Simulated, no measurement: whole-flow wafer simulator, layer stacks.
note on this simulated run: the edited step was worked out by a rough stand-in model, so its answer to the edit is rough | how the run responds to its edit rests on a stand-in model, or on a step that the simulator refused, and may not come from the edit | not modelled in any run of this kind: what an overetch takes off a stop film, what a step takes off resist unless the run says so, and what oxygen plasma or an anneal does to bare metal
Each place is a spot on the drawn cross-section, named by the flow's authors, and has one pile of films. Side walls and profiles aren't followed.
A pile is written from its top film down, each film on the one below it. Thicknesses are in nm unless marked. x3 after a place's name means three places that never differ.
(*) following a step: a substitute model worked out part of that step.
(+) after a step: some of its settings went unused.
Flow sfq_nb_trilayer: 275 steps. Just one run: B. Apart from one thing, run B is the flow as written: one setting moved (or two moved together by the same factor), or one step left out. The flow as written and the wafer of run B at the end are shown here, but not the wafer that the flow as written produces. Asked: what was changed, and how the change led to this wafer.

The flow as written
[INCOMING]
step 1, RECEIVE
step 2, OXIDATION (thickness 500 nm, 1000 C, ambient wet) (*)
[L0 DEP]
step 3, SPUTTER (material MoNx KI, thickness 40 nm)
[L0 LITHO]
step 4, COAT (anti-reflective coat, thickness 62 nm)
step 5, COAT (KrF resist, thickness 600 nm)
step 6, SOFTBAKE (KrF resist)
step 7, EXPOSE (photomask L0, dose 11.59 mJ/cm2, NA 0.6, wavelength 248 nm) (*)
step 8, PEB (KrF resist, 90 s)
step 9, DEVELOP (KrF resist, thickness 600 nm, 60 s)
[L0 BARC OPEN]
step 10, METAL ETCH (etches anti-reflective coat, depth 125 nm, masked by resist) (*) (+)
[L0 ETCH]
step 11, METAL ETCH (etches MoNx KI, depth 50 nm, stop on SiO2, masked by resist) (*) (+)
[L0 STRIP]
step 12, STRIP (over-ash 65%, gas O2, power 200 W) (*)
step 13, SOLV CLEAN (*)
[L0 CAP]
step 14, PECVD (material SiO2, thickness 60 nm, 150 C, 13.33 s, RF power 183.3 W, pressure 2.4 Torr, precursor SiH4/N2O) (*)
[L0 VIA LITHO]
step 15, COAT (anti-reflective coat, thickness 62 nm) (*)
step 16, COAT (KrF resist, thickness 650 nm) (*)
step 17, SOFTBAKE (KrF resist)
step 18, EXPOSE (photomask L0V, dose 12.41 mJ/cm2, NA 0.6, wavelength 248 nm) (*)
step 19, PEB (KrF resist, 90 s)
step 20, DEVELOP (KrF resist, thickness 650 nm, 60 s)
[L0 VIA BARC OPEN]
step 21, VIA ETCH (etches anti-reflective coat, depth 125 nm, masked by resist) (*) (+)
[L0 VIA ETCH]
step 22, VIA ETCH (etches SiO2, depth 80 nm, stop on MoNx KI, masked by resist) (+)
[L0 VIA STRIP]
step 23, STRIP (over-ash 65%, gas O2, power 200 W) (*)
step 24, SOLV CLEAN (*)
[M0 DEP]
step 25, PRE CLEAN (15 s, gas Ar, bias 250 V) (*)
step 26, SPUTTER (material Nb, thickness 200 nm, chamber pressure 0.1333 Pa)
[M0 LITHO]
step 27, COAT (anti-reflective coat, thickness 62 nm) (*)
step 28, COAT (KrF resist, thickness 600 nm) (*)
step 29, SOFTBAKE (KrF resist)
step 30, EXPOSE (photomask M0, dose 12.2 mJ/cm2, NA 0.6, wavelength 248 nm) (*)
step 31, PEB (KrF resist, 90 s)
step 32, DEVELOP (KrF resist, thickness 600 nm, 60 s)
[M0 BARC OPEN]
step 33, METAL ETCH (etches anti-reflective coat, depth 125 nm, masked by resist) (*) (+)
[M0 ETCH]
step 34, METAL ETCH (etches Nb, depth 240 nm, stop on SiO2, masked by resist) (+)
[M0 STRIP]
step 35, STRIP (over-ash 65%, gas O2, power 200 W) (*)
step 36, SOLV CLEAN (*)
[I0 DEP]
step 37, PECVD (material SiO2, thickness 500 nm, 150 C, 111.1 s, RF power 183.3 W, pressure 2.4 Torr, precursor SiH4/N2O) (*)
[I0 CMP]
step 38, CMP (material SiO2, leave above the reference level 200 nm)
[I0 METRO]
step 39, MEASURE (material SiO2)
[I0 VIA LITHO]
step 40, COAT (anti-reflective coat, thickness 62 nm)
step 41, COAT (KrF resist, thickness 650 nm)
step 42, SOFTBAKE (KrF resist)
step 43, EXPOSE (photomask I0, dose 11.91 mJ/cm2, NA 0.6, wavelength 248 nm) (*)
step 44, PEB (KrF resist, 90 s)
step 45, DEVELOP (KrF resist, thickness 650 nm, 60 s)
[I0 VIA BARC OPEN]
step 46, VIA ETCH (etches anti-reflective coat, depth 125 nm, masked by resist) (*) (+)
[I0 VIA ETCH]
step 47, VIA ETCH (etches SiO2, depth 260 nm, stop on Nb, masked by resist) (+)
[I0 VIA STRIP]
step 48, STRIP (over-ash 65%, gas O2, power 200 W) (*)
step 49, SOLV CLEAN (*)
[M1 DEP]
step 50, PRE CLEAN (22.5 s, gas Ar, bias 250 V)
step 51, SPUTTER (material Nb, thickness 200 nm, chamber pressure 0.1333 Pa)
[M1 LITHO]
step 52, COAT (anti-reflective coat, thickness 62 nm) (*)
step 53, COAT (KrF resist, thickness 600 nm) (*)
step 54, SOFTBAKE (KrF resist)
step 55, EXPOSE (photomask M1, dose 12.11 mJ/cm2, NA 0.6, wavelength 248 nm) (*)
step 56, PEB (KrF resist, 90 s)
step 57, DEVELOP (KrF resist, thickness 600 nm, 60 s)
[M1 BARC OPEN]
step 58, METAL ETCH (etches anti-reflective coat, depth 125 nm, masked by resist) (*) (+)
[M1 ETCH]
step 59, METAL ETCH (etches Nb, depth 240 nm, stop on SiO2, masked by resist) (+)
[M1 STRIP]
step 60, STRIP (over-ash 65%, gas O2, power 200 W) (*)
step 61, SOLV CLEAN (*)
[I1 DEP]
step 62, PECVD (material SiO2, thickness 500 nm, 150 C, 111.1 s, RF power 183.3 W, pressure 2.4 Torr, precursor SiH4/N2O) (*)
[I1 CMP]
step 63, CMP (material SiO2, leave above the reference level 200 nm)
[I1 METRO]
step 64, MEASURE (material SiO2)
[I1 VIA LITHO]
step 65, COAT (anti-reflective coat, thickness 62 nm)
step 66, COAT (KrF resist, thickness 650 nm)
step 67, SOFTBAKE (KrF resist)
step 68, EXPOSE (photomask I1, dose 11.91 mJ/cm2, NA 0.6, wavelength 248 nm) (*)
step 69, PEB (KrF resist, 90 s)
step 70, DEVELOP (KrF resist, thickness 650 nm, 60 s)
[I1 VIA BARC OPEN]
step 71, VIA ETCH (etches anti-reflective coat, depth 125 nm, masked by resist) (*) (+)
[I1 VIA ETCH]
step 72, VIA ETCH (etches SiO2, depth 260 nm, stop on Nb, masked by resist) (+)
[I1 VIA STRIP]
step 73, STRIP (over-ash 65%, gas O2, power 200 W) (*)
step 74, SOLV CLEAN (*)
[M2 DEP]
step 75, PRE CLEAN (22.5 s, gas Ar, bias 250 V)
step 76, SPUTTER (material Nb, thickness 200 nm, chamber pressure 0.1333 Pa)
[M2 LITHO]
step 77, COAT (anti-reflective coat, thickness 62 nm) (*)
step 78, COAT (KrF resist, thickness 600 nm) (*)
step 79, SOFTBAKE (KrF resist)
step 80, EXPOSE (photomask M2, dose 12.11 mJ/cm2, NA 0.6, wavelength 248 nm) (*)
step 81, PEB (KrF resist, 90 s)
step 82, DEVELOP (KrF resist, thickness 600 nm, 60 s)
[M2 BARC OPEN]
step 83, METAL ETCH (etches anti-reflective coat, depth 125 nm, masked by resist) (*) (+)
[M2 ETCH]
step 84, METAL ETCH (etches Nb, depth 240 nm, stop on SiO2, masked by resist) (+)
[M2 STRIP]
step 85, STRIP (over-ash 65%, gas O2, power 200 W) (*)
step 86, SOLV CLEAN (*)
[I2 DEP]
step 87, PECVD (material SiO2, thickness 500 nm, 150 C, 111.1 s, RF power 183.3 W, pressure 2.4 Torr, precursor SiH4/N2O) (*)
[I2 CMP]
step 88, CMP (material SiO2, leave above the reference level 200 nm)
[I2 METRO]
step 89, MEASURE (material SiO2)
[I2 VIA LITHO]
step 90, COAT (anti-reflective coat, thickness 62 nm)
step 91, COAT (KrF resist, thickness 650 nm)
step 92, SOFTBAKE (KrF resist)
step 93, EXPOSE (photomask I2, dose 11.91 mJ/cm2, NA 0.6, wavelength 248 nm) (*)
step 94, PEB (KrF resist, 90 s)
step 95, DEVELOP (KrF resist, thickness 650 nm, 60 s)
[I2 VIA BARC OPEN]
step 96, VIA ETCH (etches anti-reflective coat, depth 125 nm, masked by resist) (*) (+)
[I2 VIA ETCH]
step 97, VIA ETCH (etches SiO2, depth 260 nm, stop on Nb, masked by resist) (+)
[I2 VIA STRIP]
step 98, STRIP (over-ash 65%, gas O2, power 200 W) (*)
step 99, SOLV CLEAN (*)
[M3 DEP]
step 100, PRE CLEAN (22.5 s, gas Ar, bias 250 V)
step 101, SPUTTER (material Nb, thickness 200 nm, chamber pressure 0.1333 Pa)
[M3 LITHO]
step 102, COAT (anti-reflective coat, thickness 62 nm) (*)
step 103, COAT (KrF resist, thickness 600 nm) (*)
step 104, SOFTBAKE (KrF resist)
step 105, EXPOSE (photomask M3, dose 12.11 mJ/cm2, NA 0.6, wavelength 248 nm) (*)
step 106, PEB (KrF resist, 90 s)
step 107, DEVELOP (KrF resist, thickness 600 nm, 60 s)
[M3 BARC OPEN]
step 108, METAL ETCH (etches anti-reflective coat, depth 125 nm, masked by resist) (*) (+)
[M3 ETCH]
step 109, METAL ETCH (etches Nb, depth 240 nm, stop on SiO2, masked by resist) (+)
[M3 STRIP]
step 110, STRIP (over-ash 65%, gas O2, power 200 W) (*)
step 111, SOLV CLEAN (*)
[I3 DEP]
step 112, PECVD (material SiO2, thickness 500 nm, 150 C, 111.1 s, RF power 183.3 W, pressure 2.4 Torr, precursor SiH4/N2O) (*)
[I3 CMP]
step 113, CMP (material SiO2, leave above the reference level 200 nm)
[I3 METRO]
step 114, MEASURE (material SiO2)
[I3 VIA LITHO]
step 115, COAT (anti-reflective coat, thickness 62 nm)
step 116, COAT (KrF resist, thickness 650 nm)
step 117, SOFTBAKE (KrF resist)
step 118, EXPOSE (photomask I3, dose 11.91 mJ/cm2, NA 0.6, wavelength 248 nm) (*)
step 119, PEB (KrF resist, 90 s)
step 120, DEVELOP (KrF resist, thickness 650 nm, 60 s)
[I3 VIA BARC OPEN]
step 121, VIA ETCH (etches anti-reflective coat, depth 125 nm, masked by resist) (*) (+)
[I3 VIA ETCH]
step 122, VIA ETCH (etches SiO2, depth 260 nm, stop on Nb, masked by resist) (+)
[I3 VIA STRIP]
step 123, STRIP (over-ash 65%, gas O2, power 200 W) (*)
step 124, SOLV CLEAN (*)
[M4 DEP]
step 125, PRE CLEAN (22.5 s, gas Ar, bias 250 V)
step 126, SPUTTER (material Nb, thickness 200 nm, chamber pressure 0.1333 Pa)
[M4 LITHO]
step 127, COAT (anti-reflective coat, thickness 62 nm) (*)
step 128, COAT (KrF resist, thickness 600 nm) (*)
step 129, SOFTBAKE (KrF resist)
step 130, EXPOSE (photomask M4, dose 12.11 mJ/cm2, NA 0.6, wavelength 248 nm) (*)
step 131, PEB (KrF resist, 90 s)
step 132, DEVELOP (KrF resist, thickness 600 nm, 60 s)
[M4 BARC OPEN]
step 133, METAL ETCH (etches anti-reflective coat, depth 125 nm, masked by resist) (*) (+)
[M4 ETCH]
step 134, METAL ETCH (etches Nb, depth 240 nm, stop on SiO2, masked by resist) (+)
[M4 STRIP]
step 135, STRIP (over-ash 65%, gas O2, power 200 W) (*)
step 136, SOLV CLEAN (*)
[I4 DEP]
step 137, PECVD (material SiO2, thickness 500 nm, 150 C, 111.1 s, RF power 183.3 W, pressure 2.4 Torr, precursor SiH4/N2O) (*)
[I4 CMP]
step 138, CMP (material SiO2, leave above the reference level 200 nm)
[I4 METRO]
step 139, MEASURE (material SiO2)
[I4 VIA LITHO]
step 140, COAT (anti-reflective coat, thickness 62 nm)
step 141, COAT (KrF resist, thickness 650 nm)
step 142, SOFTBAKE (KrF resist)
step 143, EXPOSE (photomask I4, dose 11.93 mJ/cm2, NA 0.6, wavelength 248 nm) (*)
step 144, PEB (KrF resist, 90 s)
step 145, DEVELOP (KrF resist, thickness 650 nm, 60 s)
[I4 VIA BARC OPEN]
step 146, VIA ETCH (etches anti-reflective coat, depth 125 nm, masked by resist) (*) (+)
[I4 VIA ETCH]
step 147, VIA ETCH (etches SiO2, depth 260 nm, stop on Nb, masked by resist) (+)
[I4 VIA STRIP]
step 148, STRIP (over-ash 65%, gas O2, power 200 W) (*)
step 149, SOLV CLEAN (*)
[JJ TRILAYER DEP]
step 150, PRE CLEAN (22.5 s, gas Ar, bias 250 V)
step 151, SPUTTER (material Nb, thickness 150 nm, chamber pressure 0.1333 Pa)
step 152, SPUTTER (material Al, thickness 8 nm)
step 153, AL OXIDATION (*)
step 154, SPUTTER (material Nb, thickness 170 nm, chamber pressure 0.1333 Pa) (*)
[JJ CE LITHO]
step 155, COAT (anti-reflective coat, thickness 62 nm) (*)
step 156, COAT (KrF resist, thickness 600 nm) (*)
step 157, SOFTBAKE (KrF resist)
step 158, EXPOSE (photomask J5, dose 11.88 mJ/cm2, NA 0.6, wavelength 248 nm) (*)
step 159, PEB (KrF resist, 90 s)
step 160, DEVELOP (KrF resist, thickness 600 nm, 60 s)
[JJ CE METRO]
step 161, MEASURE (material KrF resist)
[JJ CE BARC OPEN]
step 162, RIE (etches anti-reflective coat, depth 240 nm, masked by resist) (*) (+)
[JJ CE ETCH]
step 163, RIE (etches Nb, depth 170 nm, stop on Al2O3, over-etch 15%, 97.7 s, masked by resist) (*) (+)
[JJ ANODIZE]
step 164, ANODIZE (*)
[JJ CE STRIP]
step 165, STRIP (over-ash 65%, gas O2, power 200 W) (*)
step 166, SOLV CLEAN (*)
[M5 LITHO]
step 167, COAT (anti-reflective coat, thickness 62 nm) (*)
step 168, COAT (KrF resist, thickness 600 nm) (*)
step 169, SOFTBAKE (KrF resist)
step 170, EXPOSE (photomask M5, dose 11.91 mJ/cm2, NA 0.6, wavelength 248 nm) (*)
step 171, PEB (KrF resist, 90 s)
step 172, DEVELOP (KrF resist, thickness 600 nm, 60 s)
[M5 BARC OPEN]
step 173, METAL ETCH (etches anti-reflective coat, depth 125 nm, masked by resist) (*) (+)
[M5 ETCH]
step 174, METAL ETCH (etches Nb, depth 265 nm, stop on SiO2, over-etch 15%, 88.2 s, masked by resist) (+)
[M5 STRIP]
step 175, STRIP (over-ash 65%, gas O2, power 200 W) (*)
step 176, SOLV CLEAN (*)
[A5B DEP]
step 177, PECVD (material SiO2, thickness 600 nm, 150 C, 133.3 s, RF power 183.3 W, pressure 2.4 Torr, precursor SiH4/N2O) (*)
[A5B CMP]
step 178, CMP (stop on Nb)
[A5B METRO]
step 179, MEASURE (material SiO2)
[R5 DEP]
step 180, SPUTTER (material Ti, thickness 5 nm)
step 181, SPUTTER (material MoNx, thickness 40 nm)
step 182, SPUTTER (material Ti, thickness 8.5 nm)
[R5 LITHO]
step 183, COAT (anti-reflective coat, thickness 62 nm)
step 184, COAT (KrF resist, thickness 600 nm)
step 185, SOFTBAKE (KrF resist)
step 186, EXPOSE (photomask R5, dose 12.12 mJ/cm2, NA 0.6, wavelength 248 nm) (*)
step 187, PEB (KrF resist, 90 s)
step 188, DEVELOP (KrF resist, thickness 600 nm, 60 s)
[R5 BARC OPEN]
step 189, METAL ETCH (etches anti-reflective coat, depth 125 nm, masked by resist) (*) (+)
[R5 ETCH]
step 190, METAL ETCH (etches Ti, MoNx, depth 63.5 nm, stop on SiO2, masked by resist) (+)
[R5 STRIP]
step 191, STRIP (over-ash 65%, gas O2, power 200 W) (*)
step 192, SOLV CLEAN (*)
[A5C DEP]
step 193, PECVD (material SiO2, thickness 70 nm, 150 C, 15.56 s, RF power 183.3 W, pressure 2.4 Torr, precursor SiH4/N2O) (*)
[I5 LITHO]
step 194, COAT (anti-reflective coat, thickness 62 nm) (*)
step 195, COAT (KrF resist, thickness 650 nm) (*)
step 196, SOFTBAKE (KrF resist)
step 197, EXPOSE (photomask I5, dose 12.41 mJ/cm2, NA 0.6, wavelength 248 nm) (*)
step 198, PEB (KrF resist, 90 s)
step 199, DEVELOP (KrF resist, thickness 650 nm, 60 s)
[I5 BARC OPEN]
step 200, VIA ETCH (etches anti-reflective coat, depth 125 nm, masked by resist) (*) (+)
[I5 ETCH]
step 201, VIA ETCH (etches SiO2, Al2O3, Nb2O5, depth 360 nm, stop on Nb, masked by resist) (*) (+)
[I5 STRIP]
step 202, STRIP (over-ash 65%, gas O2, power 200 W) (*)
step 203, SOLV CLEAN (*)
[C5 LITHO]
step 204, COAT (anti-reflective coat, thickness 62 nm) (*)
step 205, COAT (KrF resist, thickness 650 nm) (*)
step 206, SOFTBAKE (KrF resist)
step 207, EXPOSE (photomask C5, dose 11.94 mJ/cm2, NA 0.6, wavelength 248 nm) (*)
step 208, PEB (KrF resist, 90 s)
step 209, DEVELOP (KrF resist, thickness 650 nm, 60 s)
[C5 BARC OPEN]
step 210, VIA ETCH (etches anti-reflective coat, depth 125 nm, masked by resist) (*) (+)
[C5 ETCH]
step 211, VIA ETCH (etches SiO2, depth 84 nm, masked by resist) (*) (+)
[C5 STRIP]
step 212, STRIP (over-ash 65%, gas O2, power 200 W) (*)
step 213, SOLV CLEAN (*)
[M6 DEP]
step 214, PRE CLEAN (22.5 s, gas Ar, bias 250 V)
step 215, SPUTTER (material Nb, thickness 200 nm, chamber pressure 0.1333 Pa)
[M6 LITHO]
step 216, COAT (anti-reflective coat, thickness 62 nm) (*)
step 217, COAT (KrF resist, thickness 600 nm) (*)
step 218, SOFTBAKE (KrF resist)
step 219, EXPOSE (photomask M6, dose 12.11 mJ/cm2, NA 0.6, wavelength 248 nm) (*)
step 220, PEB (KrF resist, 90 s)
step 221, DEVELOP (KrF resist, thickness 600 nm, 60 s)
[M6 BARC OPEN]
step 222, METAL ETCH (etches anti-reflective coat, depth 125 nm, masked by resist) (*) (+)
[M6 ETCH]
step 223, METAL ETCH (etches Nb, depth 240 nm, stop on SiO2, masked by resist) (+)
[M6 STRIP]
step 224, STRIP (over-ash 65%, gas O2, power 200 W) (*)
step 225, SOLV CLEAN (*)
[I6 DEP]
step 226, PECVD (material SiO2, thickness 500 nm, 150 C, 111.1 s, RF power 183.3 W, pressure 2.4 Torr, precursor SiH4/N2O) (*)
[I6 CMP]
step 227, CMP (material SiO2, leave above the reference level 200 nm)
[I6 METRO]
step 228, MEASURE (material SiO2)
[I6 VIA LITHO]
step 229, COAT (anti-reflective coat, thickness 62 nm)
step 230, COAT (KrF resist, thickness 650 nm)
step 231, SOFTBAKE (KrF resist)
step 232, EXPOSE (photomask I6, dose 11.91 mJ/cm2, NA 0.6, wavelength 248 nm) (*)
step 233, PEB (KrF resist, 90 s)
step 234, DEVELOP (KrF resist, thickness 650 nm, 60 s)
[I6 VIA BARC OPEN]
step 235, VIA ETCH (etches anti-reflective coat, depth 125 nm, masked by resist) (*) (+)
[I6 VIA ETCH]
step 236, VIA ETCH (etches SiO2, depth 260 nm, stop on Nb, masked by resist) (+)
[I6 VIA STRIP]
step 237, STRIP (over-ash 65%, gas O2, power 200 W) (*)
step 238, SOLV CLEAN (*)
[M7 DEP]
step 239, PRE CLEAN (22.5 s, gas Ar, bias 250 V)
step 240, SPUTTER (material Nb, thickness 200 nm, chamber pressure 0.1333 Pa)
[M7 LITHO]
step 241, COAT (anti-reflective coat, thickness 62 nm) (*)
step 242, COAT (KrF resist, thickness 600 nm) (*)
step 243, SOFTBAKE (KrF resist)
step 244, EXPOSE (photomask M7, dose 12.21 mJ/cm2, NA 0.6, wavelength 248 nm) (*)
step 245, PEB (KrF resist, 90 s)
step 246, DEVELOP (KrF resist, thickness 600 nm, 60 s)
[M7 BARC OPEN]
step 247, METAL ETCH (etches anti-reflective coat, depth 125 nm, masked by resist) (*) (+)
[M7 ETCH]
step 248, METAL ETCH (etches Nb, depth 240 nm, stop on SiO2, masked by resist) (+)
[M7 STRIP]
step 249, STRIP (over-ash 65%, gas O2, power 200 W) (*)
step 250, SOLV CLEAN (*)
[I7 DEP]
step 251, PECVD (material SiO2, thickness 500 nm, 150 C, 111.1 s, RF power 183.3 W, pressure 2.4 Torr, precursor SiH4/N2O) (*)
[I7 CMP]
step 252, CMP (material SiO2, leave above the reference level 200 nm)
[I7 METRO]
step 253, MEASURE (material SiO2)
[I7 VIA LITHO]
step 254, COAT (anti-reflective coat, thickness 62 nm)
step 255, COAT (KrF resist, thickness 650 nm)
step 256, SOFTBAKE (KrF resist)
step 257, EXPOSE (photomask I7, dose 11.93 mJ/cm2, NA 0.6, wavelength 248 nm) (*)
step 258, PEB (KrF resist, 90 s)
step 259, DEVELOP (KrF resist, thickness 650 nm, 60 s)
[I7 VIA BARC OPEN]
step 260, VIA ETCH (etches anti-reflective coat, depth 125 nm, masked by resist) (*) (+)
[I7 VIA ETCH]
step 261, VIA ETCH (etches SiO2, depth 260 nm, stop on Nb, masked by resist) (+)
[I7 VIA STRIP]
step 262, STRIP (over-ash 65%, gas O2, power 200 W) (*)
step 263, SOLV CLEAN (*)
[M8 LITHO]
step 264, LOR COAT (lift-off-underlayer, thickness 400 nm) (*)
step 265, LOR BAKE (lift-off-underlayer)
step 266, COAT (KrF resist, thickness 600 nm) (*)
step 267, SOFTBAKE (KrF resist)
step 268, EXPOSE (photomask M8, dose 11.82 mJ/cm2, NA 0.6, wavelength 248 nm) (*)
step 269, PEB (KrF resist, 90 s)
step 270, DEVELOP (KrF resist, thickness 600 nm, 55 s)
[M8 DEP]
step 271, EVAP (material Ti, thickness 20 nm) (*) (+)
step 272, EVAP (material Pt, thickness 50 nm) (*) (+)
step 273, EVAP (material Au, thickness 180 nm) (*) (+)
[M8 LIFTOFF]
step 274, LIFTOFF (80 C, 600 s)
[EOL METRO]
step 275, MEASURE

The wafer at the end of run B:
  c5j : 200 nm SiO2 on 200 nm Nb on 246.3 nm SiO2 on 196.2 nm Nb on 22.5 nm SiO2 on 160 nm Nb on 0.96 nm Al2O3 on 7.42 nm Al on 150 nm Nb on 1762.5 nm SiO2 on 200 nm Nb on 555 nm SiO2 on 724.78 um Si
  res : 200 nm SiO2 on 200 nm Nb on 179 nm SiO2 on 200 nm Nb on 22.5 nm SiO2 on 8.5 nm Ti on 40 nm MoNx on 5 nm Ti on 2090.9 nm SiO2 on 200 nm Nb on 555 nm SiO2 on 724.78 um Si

What caused this: step 211, VIA ETCH: depth 39.9 nm was run, while the flow as written has depth 84 nm.

Step by step, how the change led to this:
  step 211, VIA ETCH (etches SiO2, depth 84 nm, masked by resist) (*) (+)
      c5j: SiO2 loses 39.9 (it would be, as written: SiO2 loses 69.9 (all of it), Nb loses 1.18)
      res: SiO2 loses 39.9 (it would be, as written: SiO2 loses 69.9 (all of it))
      (as well as at 104 more places)
  step 214, PRE CLEAN (22.5 s, gas Ar, bias 250 V)
      c5j: SiO2 loses 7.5 (it would be, as written: Nb loses 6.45)
      res: SiO2 loses 7.5 (it would be, as written: Ti loses 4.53)
  step 215, SPUTTER (material Nb, thickness 200 nm, chamber pressure 0.1333 Pa)
      c5j: Nb gains 196.2 (new film) (it would be, as written: Nb gains 188.4)
      res: Nb gains 200 (new film) (it would be, as written: Nb gains 192.9 (new film))
  step 216, COAT (anti-reflective coat, thickness 62 nm) (*)
      ce_l: anti-reflective coat gains 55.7 (new film) (it would be, as written: anti-reflective coat gains 48 (new film))
      c5j: anti-reflective coat gains 89.3 (new film) (it would be, as written: anti-reflective coat gains 110.7 (new film))
      (as well as at 5 more places)
  step 217, COAT (KrF resist, thickness 600 nm) (*)
      c5j: KrF resist gains 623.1 (new film) (it would be, as written: KrF resist gains 636 (new film))
      res: KrF resist gains 590.8 (new film) (it would be, as written: KrF resist gains 605.2 (new film))
  step 224, STRIP (over-ash 65%, gas O2, power 200 W) (*)
      ce_l: KrF resist loses 392.5 (all of it), anti-reflective coat loses 55.7 (all of it) (it would be, as written: KrF resist loses 397.1 (all of it), anti-reflective coat loses 48 (all of it))
      c5j: KrF resist loses 405.4 (all of it), anti-reflective coat loses 89.3 (all of it) (it would be, as written: KrF resist loses 418.3 (all of it), anti-reflective coat loses 110.7 (all of it))
      (as well as at 5 more places)
  step 226, PECVD (material SiO2, thickness 500 nm, 150 C, 111.1 s, RF power 183.3 W, pressure 2.4 Torr, precursor SiH4/N2O) (*)
      c5j: SiO2 gains 500 (new film) (it would be, as written: SiO2 gains 514.7 (new film))
  step 227, CMP (material SiO2, leave above the reference level 200 nm)
      c5j: SiO2 loses 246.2 (it would be, as written: SiO2 loses 223)
      res: SiO2 loses 313.5 (it would be, as written: SiO2 loses 279.4)
With metal films that touch counted as one body, c5j has 5 bodies (between them, from the top down: SiO2 246.3; SiO2 22.5; Al2O3 0.96; SiO2 1762.5); the flow as written gives 4 bodies (between them, from the top down: SiO2 284.2; Al2O3 0.96; SiO2 1762.5).
With metal films that touch counted as one body, res has 4 bodies (between them, from the top down: SiO2 179; SiO2 22.5; SiO2 2090.9); the flow as written gives 3 bodies (between them, from the top down: SiO2 213.1; SiO2 2090.9).
